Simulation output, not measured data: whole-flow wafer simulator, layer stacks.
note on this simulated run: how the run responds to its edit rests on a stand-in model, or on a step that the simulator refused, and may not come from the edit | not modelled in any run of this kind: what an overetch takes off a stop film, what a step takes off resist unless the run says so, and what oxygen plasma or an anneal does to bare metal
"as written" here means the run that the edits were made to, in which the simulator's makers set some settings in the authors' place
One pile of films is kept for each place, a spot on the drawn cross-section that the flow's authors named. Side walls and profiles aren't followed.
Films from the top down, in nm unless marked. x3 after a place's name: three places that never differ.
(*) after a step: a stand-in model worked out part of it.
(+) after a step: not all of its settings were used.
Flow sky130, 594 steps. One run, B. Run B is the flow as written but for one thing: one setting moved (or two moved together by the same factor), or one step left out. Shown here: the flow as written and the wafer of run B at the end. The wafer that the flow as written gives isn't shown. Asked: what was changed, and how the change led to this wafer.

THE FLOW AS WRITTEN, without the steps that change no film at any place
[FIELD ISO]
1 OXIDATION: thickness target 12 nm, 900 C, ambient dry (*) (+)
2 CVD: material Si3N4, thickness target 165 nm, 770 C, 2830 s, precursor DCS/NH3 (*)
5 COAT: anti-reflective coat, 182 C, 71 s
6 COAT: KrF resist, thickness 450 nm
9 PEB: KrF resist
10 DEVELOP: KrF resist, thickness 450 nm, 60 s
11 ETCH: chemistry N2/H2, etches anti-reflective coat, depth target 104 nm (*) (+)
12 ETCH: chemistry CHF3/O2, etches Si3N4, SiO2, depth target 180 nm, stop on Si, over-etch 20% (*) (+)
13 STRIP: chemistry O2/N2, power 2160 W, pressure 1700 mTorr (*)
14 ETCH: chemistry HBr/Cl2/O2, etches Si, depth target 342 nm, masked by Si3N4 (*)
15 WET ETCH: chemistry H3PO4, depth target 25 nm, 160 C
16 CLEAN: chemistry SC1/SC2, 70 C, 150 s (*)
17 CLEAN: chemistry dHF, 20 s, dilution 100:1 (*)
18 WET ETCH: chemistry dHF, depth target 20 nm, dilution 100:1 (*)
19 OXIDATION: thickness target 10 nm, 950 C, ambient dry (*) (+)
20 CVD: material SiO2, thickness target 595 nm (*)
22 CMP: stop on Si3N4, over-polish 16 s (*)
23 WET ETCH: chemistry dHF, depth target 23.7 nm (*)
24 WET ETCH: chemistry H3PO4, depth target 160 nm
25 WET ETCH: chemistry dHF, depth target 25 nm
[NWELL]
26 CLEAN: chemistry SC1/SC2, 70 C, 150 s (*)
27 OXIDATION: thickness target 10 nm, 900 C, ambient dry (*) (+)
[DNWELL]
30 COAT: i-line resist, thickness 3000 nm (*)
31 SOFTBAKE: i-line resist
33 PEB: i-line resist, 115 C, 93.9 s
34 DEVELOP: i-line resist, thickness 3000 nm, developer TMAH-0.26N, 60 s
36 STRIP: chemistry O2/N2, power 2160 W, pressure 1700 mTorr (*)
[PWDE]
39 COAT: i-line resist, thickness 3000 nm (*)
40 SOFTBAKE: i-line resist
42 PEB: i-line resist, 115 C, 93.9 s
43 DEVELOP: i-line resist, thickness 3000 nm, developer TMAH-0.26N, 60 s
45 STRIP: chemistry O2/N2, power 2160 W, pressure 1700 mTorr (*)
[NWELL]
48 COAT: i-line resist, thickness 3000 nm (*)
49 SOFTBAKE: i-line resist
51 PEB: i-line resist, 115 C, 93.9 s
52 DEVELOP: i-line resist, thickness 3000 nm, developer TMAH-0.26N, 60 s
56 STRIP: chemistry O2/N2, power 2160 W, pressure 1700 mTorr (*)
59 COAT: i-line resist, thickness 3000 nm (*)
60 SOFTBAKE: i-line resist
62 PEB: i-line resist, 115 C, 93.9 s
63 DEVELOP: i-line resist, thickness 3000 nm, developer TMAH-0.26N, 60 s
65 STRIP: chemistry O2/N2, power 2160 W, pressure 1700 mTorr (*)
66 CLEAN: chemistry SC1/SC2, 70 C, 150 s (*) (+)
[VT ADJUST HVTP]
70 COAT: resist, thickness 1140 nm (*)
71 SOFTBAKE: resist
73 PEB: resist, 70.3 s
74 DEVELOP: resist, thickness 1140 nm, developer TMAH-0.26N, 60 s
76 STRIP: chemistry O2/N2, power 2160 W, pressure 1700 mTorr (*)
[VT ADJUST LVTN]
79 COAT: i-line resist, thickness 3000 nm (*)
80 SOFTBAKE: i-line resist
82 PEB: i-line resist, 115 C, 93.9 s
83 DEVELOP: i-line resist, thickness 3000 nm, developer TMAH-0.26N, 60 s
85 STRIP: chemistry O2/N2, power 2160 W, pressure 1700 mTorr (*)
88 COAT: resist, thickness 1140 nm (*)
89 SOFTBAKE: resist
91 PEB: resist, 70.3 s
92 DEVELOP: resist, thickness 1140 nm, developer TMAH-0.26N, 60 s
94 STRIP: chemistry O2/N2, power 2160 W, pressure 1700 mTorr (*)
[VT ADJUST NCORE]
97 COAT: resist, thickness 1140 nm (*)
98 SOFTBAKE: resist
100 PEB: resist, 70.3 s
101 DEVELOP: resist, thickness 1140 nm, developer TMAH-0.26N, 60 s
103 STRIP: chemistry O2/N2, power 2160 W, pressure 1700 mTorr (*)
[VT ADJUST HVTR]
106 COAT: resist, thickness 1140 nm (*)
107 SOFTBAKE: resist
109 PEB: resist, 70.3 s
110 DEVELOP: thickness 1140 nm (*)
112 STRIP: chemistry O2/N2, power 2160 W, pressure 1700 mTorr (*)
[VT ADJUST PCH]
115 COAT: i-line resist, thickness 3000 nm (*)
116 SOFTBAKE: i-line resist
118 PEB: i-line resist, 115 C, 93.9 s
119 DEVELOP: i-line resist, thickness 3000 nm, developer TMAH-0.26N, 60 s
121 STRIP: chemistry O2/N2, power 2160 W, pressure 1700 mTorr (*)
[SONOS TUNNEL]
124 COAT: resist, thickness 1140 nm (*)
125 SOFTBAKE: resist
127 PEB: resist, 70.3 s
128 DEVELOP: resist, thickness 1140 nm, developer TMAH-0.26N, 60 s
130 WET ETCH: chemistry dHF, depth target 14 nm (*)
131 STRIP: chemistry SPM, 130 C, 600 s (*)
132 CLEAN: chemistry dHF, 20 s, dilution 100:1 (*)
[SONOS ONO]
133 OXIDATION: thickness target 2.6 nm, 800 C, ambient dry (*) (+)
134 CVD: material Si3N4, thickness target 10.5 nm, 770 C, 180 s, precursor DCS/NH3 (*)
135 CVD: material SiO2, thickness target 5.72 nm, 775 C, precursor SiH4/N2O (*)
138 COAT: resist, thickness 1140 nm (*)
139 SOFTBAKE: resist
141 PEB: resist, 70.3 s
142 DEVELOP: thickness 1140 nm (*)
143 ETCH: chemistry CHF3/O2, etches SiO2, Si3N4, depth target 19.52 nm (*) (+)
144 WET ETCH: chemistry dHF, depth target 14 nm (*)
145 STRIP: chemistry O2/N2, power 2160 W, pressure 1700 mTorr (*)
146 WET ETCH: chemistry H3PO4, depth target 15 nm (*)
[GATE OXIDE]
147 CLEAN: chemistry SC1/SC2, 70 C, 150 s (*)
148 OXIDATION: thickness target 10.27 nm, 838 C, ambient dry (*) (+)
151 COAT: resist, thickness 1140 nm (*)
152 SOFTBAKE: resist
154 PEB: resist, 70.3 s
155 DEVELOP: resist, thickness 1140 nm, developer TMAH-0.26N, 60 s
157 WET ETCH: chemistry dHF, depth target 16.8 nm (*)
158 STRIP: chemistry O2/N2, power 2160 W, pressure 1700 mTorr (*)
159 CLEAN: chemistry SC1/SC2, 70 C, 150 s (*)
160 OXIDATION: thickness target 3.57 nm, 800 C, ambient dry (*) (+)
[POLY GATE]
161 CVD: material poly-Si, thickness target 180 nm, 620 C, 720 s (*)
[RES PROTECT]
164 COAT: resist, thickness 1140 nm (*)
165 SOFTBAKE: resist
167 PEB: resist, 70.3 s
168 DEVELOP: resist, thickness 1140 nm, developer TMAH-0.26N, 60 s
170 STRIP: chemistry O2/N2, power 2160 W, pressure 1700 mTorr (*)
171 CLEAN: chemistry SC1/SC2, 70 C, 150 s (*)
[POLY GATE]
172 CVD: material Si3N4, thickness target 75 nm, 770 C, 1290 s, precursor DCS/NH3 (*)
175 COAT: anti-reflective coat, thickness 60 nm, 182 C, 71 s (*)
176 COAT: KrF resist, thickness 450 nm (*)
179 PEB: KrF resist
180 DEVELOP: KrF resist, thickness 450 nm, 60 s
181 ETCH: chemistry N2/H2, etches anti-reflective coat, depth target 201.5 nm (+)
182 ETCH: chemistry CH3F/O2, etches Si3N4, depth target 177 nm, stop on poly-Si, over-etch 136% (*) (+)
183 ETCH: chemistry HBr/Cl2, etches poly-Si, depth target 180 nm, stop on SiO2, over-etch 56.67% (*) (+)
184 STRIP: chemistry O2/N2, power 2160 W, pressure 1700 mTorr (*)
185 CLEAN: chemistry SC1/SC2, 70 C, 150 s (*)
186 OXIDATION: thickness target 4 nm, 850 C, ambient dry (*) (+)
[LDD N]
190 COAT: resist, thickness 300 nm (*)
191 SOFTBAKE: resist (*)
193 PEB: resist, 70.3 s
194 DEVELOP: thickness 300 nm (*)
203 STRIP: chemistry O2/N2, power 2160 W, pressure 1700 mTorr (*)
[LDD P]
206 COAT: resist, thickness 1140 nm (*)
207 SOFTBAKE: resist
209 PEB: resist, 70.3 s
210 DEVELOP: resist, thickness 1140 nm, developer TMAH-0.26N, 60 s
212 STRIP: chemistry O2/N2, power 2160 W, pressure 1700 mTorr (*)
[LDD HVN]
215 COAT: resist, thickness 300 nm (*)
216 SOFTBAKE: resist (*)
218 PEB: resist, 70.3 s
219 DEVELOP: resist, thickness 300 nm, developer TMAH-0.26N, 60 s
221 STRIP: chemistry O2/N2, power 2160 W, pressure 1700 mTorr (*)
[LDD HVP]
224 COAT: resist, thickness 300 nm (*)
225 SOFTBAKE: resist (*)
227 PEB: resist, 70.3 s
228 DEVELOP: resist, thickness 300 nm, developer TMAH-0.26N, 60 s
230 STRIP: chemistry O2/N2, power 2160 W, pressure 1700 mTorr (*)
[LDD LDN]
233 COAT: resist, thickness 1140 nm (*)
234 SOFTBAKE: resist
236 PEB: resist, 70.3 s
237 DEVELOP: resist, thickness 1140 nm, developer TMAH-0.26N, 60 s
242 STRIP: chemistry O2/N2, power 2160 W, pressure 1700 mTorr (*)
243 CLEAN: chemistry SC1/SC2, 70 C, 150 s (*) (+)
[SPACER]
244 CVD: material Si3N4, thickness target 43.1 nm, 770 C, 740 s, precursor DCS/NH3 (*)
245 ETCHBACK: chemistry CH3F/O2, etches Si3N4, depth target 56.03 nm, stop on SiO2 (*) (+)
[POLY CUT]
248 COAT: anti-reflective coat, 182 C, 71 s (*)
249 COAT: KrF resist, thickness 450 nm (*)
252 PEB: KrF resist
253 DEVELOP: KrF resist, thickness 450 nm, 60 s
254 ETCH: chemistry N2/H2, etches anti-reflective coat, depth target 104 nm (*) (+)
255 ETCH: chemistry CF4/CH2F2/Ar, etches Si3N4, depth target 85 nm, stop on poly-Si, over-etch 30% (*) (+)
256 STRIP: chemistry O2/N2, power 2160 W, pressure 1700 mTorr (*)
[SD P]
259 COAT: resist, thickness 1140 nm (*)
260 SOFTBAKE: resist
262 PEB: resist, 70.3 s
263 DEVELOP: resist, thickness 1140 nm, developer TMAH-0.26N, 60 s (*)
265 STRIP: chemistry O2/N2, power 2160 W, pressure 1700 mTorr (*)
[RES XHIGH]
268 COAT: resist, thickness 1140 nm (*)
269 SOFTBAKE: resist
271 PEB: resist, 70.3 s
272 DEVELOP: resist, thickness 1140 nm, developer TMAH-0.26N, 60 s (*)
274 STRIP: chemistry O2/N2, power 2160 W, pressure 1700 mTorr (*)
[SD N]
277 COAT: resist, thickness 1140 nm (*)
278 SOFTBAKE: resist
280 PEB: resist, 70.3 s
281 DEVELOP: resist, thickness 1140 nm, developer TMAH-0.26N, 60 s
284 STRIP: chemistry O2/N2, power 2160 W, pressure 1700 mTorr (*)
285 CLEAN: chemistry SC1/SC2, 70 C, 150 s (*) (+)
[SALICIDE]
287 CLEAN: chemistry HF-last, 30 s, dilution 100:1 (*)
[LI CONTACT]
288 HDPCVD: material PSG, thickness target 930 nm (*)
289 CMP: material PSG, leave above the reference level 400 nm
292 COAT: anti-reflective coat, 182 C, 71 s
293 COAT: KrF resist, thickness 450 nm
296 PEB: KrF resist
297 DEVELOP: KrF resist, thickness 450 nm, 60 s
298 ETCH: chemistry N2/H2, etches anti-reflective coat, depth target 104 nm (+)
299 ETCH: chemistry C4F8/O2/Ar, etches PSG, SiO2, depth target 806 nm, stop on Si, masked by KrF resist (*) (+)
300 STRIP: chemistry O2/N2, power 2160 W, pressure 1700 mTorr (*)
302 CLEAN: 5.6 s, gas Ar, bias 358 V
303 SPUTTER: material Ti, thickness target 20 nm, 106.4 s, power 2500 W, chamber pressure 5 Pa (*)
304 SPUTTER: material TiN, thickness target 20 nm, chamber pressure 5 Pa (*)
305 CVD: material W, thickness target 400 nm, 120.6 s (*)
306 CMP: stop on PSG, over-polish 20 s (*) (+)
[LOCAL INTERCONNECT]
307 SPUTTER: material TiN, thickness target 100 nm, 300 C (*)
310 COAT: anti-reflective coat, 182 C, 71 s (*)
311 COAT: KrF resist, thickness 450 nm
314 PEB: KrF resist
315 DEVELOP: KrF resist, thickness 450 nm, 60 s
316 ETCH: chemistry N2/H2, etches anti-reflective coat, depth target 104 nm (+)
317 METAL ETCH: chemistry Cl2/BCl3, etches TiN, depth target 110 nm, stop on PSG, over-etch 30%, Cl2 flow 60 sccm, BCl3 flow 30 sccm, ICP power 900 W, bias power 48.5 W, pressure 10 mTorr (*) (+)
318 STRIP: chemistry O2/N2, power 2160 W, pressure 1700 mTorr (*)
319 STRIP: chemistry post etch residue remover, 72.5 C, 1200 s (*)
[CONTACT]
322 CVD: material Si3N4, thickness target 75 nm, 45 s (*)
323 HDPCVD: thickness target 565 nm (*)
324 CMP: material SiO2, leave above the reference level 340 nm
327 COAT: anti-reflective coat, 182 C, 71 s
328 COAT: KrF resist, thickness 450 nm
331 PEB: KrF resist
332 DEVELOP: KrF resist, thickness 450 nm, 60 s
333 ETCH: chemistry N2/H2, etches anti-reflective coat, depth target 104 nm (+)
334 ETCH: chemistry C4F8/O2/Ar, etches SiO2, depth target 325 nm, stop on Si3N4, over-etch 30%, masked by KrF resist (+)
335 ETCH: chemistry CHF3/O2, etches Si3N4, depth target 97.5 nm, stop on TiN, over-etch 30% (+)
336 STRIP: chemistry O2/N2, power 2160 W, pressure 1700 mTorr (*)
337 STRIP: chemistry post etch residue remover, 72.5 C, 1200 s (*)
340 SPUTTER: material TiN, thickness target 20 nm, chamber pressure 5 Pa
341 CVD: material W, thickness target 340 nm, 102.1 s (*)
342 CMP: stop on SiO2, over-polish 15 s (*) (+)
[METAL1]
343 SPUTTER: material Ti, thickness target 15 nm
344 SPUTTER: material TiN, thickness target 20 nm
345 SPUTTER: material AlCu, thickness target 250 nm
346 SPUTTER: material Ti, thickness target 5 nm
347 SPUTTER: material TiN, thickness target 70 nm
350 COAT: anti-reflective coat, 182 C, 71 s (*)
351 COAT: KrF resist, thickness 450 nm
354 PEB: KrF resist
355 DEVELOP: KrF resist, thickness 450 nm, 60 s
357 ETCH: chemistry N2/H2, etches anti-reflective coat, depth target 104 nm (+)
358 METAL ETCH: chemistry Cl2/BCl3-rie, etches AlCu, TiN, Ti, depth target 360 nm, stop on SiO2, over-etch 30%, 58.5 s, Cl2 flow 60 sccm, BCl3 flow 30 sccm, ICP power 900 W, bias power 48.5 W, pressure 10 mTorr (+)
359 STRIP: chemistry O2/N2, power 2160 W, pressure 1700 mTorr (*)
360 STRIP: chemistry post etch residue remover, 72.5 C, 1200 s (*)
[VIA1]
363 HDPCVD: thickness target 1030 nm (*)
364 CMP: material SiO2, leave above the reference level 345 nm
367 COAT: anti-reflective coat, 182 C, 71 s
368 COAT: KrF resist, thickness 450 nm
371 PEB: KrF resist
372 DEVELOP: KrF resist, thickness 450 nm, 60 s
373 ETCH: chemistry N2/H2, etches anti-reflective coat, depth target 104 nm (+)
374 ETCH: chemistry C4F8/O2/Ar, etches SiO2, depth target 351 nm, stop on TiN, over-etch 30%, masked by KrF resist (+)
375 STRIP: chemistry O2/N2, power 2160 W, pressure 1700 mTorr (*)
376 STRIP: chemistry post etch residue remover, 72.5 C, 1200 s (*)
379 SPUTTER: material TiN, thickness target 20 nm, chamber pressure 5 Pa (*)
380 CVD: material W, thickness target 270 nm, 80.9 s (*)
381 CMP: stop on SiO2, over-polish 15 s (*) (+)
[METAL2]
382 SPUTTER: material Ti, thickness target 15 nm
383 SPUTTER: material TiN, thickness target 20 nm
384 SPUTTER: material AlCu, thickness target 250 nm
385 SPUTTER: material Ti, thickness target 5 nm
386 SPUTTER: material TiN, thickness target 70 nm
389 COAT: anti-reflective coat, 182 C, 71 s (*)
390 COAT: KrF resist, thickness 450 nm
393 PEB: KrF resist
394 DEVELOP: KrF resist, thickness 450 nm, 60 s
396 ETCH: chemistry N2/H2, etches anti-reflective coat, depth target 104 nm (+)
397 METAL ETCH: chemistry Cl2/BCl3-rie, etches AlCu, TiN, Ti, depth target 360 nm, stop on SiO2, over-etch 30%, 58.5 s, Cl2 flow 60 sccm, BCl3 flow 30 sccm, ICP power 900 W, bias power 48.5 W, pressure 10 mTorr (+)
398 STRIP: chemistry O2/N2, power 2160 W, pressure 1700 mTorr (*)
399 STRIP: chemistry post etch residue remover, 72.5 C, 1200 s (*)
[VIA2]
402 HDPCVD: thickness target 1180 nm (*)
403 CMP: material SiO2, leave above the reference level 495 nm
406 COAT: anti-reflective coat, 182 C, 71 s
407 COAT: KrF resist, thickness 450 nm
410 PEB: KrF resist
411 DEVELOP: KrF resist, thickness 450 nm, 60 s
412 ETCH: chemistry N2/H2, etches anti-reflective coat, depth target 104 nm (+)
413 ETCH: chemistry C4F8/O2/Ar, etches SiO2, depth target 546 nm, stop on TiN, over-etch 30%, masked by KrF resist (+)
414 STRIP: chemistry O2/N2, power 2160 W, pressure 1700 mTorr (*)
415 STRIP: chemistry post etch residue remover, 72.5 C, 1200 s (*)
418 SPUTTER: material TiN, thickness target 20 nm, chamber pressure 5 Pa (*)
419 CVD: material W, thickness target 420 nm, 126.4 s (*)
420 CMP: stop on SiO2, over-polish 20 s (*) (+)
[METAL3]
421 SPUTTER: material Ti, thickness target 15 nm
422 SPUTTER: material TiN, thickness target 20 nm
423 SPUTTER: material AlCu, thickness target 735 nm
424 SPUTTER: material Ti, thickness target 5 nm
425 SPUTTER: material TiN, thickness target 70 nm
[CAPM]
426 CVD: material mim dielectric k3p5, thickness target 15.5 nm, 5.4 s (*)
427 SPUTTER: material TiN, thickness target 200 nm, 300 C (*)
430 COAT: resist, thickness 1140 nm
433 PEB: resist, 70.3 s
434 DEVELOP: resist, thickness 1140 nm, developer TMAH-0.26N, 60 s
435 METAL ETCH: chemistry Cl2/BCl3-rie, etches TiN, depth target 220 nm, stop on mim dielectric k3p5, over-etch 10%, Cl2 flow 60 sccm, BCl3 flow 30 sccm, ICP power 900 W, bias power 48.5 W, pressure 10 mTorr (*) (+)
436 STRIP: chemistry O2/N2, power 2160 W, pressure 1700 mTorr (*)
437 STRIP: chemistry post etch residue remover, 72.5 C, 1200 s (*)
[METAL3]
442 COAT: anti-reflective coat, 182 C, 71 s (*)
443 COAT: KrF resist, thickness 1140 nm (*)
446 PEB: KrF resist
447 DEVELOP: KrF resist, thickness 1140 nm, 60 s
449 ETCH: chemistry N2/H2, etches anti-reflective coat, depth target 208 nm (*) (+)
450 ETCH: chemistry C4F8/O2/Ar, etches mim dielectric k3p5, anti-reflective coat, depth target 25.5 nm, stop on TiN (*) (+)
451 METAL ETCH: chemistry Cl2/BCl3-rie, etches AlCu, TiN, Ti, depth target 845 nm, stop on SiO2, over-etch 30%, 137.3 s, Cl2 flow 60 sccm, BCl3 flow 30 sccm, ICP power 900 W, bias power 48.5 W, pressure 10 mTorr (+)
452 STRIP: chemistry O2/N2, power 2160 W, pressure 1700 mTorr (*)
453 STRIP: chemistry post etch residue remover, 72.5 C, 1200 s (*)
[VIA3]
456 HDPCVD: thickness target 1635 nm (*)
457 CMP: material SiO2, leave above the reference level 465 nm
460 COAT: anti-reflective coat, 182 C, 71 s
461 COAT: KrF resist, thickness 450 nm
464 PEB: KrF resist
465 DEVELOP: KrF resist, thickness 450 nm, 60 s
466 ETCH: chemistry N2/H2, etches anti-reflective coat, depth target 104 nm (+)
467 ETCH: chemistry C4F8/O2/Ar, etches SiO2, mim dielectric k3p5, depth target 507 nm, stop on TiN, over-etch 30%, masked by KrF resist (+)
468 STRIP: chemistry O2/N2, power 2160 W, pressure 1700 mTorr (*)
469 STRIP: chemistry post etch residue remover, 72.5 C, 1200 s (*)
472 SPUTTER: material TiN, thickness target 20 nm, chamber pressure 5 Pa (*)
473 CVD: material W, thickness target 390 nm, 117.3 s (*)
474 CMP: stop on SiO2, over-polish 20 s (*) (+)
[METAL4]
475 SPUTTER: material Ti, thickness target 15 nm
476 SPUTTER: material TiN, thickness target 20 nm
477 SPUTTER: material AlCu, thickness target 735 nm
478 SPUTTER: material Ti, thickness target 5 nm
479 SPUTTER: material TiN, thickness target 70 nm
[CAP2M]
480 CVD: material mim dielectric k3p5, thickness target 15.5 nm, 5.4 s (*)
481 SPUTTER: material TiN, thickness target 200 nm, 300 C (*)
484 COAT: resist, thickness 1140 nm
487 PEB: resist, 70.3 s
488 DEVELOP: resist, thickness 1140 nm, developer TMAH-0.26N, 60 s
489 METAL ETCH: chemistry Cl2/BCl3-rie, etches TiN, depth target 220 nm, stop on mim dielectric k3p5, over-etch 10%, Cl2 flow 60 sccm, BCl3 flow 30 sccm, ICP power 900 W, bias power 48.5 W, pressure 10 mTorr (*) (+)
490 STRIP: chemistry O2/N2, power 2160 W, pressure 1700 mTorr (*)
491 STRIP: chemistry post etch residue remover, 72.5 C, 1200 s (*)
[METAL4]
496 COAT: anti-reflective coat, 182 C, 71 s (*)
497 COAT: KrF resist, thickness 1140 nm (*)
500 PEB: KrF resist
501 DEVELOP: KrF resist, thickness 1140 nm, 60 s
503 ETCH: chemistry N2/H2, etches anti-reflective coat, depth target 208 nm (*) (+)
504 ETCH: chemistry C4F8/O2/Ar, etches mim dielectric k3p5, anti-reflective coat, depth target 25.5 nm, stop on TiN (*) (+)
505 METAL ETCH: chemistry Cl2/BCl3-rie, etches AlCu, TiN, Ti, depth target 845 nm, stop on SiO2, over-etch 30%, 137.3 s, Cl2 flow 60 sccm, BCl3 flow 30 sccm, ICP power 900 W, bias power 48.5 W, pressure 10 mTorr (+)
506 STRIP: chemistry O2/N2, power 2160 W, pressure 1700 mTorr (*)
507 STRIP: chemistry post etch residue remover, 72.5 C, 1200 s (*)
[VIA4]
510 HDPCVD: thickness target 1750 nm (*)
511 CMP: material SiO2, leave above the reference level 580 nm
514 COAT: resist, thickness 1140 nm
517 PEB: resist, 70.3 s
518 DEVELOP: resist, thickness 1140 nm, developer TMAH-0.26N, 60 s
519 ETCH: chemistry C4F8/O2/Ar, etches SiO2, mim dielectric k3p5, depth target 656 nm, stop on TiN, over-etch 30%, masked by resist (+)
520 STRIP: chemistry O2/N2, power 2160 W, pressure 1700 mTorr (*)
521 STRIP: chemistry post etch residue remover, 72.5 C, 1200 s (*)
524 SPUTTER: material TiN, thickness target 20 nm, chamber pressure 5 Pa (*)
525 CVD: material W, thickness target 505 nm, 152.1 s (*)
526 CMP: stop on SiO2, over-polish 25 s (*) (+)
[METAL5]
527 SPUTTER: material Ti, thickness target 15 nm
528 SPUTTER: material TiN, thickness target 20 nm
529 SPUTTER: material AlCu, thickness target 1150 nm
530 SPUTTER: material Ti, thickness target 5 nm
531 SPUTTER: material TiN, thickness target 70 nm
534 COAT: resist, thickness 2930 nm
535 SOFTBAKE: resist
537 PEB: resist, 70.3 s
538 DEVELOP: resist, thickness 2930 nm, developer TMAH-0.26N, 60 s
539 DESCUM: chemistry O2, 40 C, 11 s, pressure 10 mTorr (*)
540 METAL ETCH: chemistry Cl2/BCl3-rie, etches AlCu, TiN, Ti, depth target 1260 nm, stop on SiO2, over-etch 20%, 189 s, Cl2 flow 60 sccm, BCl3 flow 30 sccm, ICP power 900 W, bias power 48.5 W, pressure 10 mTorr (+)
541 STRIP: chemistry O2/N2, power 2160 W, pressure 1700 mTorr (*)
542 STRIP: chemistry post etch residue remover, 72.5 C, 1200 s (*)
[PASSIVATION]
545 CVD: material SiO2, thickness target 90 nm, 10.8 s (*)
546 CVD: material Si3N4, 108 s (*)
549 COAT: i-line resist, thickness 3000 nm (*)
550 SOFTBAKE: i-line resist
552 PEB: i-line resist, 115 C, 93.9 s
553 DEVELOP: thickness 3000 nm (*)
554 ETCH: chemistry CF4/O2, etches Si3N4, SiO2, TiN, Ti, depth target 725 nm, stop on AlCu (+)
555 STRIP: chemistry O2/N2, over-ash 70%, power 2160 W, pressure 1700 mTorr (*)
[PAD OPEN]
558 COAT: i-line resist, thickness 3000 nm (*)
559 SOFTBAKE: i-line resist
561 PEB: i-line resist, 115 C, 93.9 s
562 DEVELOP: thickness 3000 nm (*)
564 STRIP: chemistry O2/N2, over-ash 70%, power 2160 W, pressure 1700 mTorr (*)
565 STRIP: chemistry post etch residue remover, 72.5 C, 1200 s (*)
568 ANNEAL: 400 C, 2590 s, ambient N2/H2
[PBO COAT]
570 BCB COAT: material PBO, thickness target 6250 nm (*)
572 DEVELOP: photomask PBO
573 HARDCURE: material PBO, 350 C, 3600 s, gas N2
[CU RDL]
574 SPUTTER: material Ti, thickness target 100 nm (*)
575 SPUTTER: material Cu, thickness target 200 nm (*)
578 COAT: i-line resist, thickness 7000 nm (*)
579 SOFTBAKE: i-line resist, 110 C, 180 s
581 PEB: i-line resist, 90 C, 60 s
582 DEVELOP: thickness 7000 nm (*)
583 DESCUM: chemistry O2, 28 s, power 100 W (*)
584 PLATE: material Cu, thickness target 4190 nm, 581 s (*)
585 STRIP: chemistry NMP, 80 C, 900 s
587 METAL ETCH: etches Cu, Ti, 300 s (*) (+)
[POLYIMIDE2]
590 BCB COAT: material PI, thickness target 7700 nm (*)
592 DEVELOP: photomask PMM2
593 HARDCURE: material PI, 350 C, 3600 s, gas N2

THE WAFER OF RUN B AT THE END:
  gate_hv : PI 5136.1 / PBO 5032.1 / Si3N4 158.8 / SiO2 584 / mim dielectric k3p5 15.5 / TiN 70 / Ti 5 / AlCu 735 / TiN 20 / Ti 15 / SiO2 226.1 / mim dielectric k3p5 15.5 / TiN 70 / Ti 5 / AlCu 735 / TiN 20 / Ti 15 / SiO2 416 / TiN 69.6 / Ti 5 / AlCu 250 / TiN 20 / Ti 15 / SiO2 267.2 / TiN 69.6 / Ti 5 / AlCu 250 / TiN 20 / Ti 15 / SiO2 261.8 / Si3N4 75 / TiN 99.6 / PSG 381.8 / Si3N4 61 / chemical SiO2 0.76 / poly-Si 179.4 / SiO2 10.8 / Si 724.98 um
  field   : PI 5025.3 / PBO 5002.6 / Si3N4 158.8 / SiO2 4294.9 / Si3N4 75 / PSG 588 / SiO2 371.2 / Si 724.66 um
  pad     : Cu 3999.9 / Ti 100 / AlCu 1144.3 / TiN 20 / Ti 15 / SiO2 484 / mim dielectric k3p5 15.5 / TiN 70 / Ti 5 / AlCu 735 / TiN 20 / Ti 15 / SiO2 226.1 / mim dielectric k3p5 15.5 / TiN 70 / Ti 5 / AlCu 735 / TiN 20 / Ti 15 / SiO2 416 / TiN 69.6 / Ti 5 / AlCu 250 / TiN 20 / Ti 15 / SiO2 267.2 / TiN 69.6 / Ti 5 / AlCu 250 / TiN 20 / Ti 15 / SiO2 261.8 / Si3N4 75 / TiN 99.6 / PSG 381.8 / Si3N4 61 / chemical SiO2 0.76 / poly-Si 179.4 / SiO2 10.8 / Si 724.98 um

The cause: step 457, CMP: leave above the reference level 321 nm was run, where the flow has leave above the reference level 465 nm.

How the change led to this, step by step:
  457 CMP: material SiO2, leave above the reference level 465 nm
      n_well, p_well, gate_hv and 99 more: SiO2 -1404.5 (as written it would be: SiO2 -1260.5)
      field, active, gate and 82 more: SiO2 -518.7 (as written it would be: SiO2 -374.7)
      (and at 5 more places)
  467 ETCH: chemistry C4F8/O2/Ar, etches SiO2, mim dielectric k3p5, depth target 507 nm, stop on TiN, over-etch 30%, masked by KrF resist (+)
      field, active, n_well and 187 more: KrF resist -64 (as written it would be: KrF resist -101.4)
      m1: SiO2 -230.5 (all of it), mim dielectric k3p5 -15.5 (all of it) (as written it would be: SiO2 -374.5 (all of it), mim dielectric k3p5 -15.5 (all of it))
      (and at 1 more place)
  468 STRIP: chemistry O2/N2, power 2160 W, pressure 1700 mTorr (*)
      field, active, n_well and 187 more: KrF resist -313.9 (all of it), anti-reflective coat -80 (all of it) (as written it would be: KrF resist -276.4 (all of it), anti-reflective coat -80 (all of it))
  472 SPUTTER: material TiN, thickness target 20 nm, chamber pressure 5 Pa (*)
      m1, via3_hole: TiN +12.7 (as written it would be: TiN +10.6)
  473 CVD: material W, thickness target 390 nm, 117.3 s (*)
      m1: W +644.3 (new film) (as written it would be: W +790.5 (new film))
      via3_hole: W +643.7 (new film) (as written it would be: W +789.9 (new film))
